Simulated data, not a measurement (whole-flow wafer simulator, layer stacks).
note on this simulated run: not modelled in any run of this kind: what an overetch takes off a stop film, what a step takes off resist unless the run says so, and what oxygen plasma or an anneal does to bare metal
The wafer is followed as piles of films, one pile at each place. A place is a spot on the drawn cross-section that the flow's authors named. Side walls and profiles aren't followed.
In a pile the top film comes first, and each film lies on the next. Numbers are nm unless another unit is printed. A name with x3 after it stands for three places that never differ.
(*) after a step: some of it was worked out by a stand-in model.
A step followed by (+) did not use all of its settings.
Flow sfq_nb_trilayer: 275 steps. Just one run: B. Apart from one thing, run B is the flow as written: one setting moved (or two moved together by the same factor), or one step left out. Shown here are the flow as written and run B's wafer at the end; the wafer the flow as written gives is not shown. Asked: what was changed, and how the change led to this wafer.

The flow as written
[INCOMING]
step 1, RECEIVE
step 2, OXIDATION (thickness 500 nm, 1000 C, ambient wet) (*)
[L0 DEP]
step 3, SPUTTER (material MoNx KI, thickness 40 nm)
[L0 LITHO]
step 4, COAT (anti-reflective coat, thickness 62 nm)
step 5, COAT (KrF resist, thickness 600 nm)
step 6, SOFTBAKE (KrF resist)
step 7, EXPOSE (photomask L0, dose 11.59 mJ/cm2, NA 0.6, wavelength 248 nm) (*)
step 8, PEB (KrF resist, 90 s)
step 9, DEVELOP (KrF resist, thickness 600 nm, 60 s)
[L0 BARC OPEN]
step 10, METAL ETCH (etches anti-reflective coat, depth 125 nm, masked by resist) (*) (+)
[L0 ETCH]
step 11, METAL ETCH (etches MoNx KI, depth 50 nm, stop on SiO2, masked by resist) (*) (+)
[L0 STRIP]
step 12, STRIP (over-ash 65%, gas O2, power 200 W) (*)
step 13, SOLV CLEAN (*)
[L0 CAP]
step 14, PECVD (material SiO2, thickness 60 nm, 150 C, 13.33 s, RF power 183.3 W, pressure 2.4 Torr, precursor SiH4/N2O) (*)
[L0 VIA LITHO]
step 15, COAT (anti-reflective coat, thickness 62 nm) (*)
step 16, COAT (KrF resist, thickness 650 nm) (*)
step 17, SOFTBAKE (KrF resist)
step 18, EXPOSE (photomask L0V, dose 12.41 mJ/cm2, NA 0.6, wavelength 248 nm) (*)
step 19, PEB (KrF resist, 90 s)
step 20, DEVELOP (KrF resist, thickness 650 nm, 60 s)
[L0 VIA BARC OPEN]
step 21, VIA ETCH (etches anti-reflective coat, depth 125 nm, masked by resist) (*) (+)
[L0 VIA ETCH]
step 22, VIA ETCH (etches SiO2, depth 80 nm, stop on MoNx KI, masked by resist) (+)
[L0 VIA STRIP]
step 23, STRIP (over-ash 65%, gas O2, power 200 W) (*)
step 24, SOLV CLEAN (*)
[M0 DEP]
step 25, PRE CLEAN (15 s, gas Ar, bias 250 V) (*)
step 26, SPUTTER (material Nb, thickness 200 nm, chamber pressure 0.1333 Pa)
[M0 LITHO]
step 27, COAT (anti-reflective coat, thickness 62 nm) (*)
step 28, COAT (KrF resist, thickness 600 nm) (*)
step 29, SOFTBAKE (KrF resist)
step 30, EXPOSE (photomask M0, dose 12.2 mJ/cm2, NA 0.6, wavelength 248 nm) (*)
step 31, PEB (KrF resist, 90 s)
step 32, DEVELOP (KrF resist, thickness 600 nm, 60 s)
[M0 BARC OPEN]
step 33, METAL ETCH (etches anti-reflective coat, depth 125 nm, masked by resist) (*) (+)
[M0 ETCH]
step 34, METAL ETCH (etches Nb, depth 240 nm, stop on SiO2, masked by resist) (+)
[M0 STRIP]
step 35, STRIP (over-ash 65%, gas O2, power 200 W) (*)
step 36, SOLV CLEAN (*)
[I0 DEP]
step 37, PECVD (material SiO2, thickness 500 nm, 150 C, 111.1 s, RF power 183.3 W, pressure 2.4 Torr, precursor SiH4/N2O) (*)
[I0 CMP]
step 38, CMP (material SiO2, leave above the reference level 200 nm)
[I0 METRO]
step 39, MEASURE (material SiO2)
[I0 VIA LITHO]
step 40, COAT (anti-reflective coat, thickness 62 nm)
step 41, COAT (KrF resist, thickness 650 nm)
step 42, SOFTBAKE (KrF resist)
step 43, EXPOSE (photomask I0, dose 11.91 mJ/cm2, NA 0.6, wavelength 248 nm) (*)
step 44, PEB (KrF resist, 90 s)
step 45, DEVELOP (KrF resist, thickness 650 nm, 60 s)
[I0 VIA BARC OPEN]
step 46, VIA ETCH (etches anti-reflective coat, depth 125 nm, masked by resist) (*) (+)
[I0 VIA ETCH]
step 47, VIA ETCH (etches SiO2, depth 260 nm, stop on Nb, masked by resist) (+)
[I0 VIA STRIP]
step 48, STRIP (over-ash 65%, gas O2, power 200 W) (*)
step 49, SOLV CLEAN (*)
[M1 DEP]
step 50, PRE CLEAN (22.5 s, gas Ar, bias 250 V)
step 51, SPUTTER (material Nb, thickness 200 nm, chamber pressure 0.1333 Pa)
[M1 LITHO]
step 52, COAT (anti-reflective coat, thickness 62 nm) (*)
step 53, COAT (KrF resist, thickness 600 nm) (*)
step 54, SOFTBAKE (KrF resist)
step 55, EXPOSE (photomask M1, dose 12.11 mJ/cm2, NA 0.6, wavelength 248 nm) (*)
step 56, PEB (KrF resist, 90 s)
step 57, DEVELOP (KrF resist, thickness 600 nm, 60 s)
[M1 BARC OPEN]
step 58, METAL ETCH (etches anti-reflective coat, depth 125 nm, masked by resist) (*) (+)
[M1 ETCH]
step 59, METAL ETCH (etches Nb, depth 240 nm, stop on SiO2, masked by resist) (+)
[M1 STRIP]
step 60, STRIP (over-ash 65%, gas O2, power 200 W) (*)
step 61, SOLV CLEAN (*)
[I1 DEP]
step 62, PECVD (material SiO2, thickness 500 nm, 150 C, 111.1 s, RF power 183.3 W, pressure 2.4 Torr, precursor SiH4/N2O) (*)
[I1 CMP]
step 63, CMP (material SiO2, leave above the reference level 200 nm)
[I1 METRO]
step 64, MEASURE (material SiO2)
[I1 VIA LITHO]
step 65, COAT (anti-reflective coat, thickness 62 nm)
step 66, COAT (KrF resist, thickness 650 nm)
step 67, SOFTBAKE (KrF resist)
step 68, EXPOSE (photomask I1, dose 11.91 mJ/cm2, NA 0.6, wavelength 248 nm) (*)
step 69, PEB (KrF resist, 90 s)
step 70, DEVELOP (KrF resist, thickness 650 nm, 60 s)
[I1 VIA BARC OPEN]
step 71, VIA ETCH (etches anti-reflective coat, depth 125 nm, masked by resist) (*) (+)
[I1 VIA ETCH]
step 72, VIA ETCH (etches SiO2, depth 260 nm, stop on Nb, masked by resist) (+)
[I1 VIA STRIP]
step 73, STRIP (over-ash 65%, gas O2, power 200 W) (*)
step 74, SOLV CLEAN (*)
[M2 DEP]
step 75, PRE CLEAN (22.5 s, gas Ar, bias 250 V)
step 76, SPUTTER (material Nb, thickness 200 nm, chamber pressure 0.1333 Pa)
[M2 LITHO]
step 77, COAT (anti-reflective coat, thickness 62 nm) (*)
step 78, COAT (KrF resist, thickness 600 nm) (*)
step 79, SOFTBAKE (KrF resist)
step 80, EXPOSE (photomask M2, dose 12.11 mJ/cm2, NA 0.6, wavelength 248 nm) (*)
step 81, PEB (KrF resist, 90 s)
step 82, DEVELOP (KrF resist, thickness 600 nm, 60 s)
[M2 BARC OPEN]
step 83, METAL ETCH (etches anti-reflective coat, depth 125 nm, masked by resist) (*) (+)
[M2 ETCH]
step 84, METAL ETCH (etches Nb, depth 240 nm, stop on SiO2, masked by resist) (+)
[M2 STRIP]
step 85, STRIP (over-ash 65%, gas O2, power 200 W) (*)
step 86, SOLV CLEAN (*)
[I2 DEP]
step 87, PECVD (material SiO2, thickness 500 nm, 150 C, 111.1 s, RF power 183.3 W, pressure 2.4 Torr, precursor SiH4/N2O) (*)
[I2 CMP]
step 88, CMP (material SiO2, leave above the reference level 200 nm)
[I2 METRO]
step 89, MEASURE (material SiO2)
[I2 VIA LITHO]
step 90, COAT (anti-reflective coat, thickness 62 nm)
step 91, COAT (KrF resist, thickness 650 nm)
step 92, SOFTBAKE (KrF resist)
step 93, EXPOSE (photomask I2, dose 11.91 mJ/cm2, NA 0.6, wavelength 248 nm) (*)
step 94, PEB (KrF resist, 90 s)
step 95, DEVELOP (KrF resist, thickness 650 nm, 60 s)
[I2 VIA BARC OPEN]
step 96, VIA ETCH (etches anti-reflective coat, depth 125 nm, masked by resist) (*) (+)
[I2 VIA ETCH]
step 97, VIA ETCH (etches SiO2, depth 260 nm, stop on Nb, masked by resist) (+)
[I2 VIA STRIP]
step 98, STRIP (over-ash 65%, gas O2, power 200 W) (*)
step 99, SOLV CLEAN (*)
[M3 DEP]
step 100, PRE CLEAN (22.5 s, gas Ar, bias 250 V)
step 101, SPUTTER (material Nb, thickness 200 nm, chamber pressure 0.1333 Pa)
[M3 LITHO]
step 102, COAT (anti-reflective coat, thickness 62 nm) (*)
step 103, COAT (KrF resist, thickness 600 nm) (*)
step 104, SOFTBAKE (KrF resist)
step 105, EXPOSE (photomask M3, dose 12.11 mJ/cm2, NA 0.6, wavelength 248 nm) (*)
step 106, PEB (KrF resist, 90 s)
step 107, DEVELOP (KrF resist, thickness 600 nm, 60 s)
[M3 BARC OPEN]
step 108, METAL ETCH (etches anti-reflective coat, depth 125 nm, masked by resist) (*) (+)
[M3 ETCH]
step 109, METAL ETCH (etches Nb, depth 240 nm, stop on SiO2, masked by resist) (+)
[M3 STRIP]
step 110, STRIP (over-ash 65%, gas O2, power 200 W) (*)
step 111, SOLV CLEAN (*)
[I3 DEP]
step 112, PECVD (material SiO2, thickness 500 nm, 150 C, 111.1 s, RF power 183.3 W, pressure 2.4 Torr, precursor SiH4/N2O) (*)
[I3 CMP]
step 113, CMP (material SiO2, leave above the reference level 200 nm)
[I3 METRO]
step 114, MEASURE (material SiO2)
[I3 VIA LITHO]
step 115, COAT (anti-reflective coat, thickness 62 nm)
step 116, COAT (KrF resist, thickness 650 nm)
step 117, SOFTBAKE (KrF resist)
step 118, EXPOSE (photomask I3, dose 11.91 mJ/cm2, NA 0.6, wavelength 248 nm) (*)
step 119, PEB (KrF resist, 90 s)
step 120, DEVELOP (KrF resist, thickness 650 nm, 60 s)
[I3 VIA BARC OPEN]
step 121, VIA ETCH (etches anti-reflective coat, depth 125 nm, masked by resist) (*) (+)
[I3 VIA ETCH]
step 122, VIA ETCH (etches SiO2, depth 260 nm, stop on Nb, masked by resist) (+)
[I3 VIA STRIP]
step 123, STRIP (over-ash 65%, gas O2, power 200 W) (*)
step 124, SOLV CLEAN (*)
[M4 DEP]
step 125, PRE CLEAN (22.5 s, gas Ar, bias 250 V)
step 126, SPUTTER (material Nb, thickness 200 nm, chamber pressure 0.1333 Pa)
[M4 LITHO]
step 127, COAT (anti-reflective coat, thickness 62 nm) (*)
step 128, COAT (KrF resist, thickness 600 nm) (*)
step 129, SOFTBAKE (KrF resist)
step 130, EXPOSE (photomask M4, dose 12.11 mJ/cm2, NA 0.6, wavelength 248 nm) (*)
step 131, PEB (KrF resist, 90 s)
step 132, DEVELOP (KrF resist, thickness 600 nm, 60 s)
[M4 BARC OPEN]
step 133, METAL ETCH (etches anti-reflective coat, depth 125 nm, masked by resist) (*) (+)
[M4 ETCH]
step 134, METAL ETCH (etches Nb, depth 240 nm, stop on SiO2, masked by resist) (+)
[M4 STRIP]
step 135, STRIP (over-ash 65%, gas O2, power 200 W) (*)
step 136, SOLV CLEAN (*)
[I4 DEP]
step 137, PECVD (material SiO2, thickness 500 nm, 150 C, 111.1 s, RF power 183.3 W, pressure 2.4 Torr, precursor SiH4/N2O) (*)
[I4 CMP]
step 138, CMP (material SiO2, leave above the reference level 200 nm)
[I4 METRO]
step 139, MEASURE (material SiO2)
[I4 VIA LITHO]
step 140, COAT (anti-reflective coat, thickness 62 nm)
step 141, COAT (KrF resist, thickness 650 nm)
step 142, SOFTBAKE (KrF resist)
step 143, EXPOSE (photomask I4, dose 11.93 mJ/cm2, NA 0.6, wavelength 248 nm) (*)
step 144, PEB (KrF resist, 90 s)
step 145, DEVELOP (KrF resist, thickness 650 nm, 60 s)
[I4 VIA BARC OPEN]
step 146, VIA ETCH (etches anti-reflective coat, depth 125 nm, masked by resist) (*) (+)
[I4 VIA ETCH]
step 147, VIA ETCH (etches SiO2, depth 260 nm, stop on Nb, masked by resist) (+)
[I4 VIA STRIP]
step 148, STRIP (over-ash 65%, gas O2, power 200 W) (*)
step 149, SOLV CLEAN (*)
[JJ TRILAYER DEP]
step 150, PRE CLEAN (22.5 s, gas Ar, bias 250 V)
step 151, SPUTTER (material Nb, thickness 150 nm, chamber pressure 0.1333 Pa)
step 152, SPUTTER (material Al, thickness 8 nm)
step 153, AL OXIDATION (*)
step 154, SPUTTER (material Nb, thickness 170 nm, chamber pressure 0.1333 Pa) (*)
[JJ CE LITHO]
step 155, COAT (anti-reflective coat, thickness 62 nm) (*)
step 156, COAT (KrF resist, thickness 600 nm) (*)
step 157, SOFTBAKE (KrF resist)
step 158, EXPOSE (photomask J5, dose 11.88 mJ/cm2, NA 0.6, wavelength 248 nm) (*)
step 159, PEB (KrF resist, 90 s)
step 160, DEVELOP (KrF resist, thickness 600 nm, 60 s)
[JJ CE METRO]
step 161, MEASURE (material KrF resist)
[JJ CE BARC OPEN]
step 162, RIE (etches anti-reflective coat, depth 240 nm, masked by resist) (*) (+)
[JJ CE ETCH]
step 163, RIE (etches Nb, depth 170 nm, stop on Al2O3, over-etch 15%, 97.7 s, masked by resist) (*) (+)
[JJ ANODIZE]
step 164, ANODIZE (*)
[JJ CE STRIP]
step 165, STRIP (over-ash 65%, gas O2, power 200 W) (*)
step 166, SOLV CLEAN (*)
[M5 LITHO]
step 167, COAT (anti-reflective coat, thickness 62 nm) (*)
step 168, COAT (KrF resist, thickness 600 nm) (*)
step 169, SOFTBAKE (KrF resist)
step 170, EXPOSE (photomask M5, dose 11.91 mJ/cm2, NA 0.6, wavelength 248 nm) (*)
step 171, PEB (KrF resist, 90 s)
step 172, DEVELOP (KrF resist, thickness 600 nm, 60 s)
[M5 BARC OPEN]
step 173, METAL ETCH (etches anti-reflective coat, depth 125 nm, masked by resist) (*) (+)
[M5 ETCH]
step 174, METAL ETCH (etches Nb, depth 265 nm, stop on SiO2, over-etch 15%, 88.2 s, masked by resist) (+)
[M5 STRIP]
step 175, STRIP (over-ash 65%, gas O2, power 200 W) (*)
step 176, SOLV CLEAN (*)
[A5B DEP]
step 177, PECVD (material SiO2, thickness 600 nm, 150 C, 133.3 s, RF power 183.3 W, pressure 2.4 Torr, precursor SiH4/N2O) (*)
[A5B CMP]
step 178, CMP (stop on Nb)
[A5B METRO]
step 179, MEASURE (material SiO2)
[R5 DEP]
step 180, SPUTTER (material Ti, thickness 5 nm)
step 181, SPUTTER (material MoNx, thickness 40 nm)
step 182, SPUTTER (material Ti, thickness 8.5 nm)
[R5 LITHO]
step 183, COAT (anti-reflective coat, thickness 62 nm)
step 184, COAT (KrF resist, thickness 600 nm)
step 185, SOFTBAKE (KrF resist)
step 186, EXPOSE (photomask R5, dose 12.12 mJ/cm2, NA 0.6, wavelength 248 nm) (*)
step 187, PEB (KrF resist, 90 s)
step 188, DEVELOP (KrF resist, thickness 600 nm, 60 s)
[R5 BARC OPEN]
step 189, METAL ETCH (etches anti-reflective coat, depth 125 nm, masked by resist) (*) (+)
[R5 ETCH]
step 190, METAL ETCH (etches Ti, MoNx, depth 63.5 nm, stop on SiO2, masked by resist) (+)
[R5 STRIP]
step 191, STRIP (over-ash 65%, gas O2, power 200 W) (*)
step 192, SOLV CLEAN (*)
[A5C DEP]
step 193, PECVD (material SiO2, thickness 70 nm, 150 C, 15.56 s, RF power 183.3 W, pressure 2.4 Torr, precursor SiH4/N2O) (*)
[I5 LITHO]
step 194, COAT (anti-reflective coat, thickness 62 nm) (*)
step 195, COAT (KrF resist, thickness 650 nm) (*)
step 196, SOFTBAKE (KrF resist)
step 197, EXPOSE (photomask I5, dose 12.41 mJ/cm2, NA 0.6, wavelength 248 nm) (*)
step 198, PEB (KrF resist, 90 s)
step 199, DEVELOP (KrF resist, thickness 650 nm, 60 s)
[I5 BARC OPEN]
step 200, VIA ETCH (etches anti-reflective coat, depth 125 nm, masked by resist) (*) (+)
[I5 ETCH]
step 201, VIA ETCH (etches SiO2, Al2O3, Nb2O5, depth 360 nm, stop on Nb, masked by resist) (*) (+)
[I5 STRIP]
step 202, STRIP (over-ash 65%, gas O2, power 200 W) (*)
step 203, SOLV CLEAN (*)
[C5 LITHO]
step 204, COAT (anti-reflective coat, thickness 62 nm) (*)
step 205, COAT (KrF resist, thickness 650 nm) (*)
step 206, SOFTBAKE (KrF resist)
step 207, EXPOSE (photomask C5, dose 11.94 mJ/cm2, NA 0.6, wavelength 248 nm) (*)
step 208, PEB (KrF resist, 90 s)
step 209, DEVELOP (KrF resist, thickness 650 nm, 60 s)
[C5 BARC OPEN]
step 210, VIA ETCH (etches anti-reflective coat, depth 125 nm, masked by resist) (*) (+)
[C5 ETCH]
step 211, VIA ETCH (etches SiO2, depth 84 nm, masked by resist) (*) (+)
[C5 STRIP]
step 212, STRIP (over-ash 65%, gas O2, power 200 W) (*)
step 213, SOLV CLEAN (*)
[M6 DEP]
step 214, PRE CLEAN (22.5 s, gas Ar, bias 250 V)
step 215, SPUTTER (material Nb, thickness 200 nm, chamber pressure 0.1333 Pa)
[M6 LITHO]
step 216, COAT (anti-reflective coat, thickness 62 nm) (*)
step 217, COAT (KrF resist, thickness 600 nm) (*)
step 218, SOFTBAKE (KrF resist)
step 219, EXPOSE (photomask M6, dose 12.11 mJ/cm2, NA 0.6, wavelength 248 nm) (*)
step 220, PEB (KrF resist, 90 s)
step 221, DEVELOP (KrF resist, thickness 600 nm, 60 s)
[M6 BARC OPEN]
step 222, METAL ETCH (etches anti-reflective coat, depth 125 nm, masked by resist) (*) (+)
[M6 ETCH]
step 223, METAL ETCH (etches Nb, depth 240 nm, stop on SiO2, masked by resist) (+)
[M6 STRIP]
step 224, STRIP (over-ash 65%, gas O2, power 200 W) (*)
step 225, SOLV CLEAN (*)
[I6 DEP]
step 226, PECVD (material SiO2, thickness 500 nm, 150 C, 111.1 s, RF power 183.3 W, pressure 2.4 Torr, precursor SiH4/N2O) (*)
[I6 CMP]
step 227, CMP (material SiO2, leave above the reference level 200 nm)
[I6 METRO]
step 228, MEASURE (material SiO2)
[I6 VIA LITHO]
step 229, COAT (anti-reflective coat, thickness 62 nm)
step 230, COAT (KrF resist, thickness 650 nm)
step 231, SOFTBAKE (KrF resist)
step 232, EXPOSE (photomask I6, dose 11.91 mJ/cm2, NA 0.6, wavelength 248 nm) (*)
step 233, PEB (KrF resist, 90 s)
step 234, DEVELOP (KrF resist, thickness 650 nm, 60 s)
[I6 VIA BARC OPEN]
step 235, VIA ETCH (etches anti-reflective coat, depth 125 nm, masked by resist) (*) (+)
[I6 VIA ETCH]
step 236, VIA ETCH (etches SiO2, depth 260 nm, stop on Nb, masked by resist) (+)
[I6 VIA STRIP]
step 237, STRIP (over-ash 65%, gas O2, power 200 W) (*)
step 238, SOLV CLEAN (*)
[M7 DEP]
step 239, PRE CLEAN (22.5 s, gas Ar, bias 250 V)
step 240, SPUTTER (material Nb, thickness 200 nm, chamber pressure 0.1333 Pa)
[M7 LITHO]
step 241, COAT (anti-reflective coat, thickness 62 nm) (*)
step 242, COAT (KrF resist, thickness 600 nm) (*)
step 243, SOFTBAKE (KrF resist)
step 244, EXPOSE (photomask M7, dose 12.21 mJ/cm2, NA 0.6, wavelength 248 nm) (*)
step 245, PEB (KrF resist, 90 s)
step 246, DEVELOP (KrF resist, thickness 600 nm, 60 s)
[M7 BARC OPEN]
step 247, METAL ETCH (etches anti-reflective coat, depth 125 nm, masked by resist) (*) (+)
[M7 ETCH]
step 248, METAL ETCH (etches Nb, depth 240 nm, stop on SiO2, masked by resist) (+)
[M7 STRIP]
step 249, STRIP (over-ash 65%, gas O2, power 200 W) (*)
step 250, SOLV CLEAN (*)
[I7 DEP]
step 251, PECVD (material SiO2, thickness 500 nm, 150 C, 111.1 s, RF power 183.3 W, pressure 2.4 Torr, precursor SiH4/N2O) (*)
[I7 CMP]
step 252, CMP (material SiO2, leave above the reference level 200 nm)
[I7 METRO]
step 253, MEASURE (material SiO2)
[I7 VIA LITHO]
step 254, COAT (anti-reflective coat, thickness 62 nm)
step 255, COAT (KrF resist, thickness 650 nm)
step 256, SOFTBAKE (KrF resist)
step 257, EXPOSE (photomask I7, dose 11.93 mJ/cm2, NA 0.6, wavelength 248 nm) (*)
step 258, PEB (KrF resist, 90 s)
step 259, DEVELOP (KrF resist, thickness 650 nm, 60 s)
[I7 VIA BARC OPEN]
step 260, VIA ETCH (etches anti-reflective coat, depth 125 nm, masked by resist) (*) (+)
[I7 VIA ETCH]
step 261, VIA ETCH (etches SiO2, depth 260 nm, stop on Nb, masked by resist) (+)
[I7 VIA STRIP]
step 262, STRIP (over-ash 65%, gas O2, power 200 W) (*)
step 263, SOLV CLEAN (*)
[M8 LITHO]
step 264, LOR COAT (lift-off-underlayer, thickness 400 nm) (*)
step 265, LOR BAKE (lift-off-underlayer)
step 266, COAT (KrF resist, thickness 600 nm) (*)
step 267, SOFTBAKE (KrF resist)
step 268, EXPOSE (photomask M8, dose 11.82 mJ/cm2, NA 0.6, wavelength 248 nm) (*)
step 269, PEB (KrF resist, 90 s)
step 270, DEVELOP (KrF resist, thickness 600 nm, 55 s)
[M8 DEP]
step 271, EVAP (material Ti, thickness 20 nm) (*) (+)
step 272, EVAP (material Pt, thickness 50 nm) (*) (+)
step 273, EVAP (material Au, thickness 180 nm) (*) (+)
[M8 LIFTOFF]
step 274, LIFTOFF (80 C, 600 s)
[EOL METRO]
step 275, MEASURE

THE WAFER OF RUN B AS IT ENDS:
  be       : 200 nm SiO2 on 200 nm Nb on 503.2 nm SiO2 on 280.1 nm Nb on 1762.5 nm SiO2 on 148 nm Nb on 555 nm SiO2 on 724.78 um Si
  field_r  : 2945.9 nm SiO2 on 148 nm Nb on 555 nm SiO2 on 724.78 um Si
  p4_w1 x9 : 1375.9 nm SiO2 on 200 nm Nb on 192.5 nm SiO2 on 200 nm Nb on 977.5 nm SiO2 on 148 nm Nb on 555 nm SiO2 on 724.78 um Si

What caused this: step 26, SPUTTER: thickness 148 nm was run, though the flow has thickness 200 nm.
The wafer itself shows it: be has Nb 148, and step 26 as written asks for 200 nm.

How this came from the change, step by step:
  step 26, SPUTTER (material Nb, thickness 200 nm, chamber pressure 0.1333 Pa)
      field_l, via_wl, via_w and 101 more: Nb gains 148 (new film) (it would be, as written: Nb gains 200 (new film))
      v_sur: Nb gains 146.5 (new film) (it would be, as written: Nb gains 200 (new film))
      (also at 1 further place)
  step 34, METAL ETCH (etches Nb, depth 240 nm, stop on SiO2, masked by resist) (+)
      field_l, v_sur, via_wl and 100 more: KrF resist loses 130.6 (it would be, as written: KrF resist loses 141.2)
      moat, m0r_space_l x2: Nb loses 148 (all of it) (it would be, as written: Nb loses 200 (all of it))
  step 35, STRIP (over-ash 65%, gas O2, power 200 W) (*)
      p4_fl x3, p4_w1 x9, p4_g1 x2 and 57 more: KrF resist loses 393 (all of it), anti-reflective coat loses 62 (all of it) (it would be, as written: KrF resist loses 382.4 (all of it), anti-reflective coat loses 62 (all of it))
      c5j, ce_r, sp_r, be_r, r_sur, res: KrF resist loses 399.6 (all of it), anti-reflective coat loses 63.6 (all of it) (it would be, as written: KrF resist loses 389 (all of it), anti-reflective coat loses 63.6 (all of it))
      (also at 26 further places)
  step 37, PECVD (material SiO2, thickness 500 nm, 150 C, 111.1 s, RF power 183.3 W, pressure 2.4 Torr, precursor SiH4/N2O) (*)
      moat, m0r_space_l x2: SiO2 gains 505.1 (it would be, as written: SiO2 gains 557.1)
